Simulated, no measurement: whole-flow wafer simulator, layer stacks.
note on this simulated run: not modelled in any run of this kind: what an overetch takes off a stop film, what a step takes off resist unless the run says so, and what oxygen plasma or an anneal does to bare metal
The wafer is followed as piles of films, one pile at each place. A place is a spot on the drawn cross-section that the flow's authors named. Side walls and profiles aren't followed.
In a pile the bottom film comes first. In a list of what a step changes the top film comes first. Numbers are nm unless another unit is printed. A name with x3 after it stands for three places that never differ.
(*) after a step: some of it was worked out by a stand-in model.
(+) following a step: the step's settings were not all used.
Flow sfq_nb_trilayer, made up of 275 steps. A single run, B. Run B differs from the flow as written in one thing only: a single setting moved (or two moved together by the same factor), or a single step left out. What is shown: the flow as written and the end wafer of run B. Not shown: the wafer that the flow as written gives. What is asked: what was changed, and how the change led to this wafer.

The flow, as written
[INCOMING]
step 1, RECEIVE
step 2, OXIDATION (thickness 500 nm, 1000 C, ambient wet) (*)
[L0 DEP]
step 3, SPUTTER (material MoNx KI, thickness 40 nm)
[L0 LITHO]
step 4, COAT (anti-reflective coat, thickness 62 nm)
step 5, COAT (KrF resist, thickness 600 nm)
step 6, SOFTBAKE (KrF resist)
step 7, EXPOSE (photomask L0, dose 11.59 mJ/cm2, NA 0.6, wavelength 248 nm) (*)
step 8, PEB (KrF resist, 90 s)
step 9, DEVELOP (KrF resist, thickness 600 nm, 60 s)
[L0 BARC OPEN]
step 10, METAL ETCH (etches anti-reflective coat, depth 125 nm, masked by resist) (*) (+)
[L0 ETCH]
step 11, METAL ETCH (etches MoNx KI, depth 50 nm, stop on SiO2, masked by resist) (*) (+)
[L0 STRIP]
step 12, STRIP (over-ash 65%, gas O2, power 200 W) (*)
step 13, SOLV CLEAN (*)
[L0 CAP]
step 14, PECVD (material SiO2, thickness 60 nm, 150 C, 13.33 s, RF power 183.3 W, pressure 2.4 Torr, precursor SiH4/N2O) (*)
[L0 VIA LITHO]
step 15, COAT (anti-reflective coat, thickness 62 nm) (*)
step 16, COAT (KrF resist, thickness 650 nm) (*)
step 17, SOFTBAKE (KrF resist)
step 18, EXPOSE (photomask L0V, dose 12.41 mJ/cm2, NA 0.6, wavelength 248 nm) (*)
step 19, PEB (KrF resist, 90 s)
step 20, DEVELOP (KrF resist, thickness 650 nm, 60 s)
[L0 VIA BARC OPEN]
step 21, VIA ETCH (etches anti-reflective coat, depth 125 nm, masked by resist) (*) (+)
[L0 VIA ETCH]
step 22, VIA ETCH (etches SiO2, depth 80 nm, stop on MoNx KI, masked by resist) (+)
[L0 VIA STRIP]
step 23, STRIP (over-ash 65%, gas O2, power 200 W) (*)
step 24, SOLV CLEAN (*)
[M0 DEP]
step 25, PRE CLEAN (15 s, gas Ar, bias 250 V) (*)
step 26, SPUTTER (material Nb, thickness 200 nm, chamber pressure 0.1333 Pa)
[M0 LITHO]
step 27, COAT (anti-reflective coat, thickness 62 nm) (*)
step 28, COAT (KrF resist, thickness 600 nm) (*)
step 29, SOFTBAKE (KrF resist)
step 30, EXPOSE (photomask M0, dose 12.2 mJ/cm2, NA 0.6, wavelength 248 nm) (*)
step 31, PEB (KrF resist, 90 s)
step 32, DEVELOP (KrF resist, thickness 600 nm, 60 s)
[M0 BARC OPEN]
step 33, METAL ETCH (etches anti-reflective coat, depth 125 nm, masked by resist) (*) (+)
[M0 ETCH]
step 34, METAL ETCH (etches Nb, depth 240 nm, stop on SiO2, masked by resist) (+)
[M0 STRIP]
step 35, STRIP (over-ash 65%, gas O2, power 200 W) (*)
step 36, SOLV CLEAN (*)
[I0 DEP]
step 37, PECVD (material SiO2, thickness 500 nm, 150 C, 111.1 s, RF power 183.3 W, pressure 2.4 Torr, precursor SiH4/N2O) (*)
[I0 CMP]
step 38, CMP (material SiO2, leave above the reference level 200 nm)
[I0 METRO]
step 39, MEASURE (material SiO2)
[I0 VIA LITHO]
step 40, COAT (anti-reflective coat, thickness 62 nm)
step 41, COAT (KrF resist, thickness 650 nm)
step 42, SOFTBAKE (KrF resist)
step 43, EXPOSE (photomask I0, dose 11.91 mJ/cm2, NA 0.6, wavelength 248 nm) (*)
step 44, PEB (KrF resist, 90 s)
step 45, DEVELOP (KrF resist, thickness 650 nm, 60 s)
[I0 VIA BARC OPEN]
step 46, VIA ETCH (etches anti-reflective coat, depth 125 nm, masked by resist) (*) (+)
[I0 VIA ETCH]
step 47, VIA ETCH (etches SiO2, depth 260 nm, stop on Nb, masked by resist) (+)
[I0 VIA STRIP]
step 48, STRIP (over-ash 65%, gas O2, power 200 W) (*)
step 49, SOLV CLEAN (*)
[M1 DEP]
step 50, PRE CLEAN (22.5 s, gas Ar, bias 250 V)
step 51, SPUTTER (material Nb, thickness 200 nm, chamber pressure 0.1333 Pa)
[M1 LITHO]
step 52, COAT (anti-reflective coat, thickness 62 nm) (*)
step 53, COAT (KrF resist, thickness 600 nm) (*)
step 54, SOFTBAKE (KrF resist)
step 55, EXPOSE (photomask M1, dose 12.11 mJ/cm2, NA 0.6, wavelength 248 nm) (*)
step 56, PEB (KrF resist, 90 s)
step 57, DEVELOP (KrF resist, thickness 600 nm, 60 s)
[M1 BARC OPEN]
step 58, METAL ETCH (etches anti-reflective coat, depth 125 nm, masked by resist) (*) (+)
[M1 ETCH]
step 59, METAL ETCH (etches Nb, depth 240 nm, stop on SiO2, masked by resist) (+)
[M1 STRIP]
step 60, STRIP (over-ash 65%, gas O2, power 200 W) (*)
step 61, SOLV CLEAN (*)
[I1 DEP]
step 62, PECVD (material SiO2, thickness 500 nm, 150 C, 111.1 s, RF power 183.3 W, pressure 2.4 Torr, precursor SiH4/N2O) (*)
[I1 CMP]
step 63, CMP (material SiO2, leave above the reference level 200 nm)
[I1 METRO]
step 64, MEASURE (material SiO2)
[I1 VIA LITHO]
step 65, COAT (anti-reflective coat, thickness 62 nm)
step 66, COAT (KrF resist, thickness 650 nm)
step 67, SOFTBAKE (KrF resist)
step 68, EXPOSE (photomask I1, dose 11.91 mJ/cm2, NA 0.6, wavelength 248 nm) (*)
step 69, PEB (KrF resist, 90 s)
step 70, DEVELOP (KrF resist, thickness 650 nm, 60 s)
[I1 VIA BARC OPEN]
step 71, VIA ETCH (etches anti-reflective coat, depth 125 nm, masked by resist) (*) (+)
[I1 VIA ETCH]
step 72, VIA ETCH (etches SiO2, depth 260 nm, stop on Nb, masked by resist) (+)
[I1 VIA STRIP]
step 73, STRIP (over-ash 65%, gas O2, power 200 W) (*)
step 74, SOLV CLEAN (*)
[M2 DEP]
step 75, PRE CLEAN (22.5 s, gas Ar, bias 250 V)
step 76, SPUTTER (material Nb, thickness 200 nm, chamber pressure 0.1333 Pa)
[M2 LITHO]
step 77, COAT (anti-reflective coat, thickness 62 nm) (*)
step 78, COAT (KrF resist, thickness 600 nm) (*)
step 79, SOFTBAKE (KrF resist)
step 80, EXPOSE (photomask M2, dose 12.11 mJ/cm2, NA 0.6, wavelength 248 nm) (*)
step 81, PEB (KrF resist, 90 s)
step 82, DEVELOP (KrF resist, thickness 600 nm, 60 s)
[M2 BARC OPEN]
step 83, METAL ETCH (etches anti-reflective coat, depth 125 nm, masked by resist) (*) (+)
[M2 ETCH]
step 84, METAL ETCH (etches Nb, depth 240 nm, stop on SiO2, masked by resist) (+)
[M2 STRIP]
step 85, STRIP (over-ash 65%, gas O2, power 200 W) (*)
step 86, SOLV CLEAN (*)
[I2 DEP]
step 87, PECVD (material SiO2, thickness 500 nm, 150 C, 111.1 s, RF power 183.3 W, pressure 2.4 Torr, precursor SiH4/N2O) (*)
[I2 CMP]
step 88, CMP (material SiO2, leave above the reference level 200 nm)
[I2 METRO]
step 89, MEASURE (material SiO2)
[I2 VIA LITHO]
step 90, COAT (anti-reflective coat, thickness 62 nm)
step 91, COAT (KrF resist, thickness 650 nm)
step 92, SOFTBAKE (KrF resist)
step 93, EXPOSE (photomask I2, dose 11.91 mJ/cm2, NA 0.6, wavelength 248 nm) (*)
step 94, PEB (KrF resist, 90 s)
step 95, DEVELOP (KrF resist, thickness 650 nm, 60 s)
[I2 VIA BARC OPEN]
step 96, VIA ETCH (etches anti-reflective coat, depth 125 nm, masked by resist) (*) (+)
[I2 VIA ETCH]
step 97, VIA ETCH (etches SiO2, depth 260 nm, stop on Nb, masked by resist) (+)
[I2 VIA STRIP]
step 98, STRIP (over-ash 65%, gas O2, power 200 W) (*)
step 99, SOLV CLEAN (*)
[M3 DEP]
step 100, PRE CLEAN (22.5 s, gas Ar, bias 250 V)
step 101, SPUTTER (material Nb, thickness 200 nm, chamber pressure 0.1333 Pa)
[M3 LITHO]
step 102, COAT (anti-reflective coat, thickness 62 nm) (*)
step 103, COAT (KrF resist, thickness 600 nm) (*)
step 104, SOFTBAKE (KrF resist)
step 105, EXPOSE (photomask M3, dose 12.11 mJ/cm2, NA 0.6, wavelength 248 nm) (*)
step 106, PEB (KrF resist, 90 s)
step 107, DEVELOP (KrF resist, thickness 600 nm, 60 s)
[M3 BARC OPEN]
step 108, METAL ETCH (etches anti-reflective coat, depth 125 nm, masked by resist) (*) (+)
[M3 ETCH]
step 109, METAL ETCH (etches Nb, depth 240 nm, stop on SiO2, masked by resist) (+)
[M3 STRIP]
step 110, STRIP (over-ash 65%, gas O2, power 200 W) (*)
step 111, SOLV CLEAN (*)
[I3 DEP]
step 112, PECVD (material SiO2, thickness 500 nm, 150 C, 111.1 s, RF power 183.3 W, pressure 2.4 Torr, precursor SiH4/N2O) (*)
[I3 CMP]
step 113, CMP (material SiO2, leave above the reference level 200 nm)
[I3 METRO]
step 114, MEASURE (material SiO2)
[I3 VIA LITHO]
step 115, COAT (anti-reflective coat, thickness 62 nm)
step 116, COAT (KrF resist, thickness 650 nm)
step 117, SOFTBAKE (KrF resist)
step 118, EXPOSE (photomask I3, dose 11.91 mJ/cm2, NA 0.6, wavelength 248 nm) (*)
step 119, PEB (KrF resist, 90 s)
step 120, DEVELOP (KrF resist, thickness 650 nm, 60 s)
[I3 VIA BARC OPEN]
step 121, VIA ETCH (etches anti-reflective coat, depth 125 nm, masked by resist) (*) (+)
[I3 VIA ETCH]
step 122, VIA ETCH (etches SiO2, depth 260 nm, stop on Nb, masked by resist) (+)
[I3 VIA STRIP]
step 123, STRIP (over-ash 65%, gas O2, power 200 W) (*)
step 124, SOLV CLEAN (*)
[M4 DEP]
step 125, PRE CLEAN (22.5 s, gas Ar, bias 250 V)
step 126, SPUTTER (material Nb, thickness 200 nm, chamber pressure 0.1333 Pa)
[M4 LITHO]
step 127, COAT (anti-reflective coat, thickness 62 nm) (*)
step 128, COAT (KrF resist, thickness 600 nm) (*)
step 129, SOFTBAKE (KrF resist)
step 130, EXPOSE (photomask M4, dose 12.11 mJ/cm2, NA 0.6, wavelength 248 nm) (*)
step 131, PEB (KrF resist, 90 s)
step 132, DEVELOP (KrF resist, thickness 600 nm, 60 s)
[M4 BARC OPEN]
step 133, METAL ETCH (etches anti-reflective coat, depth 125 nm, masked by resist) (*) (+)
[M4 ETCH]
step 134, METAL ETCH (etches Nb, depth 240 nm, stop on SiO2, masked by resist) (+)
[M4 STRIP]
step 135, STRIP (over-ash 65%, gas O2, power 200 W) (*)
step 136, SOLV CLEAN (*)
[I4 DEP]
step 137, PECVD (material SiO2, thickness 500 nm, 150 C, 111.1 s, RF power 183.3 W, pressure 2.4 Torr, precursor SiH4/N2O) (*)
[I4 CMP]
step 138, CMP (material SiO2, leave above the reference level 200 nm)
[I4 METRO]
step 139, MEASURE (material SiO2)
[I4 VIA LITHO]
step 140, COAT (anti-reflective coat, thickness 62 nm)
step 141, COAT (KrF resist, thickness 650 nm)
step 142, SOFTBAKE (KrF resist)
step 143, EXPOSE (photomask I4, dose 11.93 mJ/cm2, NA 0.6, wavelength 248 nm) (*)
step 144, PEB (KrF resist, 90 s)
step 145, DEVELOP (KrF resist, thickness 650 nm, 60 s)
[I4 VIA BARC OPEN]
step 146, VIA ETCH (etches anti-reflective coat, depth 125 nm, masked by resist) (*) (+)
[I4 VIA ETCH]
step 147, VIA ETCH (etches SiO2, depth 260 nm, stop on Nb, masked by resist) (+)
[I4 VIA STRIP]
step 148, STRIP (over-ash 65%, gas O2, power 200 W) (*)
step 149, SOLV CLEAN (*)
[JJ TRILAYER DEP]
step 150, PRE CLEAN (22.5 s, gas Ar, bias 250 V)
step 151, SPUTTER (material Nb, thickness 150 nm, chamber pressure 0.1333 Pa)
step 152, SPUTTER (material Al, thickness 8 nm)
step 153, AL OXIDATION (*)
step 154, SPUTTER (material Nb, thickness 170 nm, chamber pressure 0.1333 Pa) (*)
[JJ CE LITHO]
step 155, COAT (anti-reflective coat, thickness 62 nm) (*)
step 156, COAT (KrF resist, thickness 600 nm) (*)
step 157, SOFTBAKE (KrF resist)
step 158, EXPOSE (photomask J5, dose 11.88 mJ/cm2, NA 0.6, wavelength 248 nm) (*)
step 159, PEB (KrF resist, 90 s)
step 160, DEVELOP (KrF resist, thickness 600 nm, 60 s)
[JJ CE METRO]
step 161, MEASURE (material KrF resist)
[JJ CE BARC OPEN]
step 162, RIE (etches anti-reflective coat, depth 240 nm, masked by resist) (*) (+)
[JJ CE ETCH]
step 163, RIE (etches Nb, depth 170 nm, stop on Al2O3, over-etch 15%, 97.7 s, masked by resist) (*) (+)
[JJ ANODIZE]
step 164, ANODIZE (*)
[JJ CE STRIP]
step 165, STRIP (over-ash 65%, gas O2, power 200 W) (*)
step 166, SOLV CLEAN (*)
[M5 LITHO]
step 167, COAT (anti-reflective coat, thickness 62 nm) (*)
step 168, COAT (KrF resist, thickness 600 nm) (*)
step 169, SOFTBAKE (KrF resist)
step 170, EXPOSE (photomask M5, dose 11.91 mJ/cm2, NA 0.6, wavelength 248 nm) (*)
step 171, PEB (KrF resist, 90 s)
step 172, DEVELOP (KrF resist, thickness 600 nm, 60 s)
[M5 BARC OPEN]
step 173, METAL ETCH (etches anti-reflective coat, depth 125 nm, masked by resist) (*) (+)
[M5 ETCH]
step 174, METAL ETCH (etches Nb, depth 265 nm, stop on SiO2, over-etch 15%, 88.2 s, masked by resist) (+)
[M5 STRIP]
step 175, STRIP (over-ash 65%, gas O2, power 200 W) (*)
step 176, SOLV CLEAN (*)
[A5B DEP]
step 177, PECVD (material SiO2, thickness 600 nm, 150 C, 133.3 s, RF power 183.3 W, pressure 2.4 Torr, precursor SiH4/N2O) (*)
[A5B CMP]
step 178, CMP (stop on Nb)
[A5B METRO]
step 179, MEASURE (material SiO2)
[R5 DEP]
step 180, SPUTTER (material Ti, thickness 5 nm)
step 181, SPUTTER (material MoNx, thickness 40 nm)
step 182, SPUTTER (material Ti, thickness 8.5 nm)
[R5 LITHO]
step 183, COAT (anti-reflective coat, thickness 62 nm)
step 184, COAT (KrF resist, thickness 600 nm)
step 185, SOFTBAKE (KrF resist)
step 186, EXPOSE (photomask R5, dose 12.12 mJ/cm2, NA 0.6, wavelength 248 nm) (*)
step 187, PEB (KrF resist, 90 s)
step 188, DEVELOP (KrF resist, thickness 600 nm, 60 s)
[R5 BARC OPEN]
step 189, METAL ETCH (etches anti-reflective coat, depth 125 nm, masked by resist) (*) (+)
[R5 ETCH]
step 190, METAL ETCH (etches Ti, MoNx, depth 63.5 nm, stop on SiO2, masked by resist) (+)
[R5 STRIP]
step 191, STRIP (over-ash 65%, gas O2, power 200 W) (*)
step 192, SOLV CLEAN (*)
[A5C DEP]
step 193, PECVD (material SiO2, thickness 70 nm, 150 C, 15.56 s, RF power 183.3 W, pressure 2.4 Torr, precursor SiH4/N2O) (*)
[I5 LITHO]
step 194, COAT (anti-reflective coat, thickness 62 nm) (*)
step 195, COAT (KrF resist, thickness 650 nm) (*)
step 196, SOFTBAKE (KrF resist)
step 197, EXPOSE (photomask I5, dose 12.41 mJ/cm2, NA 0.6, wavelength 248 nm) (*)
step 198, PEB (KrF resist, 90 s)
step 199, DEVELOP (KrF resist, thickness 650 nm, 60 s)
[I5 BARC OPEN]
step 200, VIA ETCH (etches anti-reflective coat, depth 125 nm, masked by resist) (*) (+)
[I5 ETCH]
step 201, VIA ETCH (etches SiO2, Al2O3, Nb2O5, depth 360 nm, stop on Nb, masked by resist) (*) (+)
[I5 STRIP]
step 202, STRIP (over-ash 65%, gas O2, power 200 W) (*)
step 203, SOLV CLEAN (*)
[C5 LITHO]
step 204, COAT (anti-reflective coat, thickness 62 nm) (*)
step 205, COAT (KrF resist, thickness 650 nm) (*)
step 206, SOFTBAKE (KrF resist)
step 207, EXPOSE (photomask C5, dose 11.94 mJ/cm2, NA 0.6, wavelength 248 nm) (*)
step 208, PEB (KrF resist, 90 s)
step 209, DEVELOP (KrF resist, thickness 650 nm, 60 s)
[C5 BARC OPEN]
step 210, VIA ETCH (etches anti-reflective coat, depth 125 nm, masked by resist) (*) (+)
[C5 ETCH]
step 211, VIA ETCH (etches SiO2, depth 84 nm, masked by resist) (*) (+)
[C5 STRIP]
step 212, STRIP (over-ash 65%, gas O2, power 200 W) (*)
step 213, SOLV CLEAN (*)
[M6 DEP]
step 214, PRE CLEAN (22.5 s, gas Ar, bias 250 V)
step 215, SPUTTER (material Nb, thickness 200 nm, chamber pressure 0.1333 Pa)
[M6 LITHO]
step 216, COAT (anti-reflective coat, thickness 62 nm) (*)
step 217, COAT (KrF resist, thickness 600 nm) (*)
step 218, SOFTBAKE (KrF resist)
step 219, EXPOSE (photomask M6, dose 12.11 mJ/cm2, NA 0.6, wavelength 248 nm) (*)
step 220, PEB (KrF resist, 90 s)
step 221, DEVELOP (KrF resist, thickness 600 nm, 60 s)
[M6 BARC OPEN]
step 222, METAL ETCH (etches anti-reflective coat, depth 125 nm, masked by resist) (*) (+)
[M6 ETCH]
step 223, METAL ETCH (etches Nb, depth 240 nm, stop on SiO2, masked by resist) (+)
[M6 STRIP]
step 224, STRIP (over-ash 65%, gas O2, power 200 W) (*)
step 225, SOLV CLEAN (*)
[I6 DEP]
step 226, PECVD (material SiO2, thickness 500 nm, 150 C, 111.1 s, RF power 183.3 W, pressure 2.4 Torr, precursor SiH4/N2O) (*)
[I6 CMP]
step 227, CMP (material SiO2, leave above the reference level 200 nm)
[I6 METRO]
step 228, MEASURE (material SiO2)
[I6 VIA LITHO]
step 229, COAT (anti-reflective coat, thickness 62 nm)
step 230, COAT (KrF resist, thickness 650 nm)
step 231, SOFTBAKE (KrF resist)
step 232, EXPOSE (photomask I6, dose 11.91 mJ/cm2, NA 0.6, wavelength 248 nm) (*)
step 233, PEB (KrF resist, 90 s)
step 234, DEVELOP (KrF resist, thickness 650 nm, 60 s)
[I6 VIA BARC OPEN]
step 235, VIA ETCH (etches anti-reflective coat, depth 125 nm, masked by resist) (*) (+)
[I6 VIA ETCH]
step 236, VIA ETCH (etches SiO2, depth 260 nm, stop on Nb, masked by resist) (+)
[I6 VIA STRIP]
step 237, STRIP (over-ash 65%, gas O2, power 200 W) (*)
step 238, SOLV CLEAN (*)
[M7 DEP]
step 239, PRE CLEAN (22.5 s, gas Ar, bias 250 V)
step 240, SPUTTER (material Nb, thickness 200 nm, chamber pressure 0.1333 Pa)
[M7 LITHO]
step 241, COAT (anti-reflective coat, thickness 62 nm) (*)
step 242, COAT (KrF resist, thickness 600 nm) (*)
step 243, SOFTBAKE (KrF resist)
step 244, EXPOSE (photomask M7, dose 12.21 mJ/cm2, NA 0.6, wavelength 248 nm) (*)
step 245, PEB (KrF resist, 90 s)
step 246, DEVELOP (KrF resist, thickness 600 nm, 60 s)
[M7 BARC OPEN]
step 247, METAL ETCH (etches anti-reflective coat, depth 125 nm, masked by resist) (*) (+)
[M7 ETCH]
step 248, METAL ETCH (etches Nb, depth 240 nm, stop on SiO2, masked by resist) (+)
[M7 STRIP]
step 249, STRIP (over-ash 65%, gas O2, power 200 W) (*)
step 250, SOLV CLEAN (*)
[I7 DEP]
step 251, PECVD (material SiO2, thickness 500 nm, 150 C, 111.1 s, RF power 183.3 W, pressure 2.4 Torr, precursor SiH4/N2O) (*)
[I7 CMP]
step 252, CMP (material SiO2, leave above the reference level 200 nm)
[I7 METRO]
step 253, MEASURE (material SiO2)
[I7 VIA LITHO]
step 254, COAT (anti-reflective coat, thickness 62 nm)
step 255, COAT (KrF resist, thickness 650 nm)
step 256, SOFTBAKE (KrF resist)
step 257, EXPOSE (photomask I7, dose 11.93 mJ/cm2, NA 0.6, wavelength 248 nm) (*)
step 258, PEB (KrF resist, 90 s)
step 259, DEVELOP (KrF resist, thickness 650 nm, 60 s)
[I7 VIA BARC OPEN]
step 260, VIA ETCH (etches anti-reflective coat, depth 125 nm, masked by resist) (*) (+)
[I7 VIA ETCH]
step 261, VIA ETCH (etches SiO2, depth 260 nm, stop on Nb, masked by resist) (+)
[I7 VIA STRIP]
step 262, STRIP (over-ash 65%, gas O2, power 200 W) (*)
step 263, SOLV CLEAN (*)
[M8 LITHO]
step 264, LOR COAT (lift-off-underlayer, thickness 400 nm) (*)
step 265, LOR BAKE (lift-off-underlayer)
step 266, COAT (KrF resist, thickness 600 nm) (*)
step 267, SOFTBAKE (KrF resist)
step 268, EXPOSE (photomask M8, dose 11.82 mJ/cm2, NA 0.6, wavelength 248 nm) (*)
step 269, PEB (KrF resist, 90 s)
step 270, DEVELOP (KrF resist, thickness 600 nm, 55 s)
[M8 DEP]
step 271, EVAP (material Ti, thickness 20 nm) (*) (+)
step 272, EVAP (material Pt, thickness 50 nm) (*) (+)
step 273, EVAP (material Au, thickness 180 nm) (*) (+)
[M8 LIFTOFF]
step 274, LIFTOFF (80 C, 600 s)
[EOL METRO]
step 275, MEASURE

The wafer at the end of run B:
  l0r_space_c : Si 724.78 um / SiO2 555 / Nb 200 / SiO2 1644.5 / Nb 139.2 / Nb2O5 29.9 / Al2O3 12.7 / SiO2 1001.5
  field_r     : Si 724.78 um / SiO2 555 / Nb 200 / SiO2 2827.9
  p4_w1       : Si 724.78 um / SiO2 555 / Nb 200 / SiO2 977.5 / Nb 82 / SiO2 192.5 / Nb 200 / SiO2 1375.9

Cause: step 101, SPUTTER: thickness 82 nm was run, though the flow has thickness 200 nm.
One can read it off the wafer: p4_w1 has Nb 82, and step 101 as written asks for 200 nm.

Step by step, how the change led to this:
  step 101, SPUTTER (material Nb, thickness 200 nm, chamber pressure 0.1333 Pa)
      field_l, v_sur, via_wl and 102 more: Nb gains 82 (new film) (it would be, as written: Nb gains 200 (new film))
      via_w: Nb gains 67.6 (it would be, as written: Nb gains 165.5)
  step 102, COAT (anti-reflective coat, thickness 62 nm) (*)
      via_wl: anti-reflective coat gains 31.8 (new film) (it would be, as written: anti-reflective coat gains 34.2 (new film))
      via_w: anti-reflective coat gains 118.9 (new film) (it would be, as written: anti-reflective coat gains 124.8 (new film))
      (as well as at 1 more place)
  step 109, METAL ETCH (etches Nb, depth 240 nm, stop on SiO2, masked by resist) (+)
      field_l, be, be_sur and 72 more: Nb loses 82 (all of it) (it would be, as written: Nb loses 200 (all of it))
      v_sur, via_wl, via_w and 28 more: KrF resist loses 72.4 (it would be, as written: KrF resist loses 141.2)
  step 110, STRIP (over-ash 65%, gas O2, power 200 W) (*)
      p4_w1, p4_w2, p4_w3 and 21 more: KrF resist loses 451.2 (all of it), anti-reflective coat loses 62 (all of it) (it would be, as written: KrF resist loses 382.4 (all of it), anti-reflective coat loses 62 (all of it))
      v_sur: KrF resist loses 436.6 (all of it), anti-reflective coat loses 60.6 (all of it) (it would be, as written: KrF resist loses 365.3 (all of it), anti-reflective coat loses 61.1 (all of it))
      (as well as at 6 more places)
  step 112, PECVD (material SiO2, thickness 500 nm, 150 C, 111.1 s, RF power 183.3 W, pressure 2.4 Torr, precursor SiH4/N2O) (*)
      p4_g1, p4_g2, p3_s0, p3_s1, p3_s2, p3_s3, p3_s4, p3_s5: SiO2 gains 500 (it would be, as written: SiO2 gains 557.1)
      via_w: SiO2 gains 582 (new film) (it would be, as written: SiO2 gains 615 (new film))
  step 113, CMP (material SiO2, leave above the reference level 200 nm)
      field_l, be, be_sur and 64 more: SiO2 loses 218 (it would be, as written: SiO2 loses 100)
      p4_g1, p4_g2, p3_s0, p3_s1, p3_s2, p3_s3, p3_s4, p3_s5: SiO2 loses 218 (it would be, as written: SiO2 loses 157.1)
      (as well as at 1 more place)
